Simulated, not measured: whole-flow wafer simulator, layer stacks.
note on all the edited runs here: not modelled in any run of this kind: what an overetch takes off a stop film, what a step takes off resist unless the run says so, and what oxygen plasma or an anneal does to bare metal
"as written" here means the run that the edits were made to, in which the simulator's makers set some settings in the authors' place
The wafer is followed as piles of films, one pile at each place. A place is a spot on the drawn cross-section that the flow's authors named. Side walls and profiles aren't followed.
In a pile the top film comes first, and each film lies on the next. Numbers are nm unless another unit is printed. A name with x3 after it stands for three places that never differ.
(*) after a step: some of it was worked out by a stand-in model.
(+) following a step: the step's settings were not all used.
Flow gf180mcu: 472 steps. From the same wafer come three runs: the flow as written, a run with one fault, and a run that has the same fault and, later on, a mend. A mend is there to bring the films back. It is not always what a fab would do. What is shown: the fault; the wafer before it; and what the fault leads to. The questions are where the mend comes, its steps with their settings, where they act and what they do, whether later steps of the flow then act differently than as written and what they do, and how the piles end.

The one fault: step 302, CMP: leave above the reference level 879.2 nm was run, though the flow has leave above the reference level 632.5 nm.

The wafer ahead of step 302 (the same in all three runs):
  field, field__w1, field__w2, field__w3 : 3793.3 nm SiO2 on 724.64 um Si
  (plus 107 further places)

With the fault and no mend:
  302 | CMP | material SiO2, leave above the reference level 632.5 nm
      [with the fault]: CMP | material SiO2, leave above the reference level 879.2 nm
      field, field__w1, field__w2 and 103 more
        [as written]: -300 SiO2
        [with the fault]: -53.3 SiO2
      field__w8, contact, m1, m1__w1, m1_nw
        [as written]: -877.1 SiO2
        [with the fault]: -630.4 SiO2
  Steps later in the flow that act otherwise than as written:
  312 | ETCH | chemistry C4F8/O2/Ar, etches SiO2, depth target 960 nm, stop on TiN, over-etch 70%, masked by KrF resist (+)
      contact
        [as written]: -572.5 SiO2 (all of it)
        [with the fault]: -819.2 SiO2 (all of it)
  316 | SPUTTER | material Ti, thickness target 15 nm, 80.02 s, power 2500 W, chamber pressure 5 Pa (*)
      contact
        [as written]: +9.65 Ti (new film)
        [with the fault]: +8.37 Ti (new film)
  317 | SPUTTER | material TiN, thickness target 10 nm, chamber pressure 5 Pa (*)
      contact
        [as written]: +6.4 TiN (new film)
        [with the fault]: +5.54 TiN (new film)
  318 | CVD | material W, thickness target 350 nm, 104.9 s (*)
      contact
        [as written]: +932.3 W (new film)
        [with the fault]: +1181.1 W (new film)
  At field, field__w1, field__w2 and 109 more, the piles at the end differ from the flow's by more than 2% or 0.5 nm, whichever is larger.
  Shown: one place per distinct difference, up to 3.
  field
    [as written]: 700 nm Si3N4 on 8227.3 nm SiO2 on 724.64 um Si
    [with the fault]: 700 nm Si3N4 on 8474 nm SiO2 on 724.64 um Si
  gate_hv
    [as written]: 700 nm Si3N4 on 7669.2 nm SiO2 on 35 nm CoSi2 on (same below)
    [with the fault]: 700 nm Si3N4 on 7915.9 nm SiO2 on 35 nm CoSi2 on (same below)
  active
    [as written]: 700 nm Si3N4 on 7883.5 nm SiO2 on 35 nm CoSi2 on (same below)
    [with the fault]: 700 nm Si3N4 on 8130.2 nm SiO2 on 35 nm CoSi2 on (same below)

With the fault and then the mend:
  The mend stands after step 302.
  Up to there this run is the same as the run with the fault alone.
  302a | CMP | material SiO2, leave above the reference level 632.5 nm (the flow's step 302 again)
      field, field__w1, field__w2 and 108 more
        -246.7 SiO2
  None of the later steps of the flow acts differently than as written at any place that is followed.
  The piles end the same as the flow's at every place that both follow.
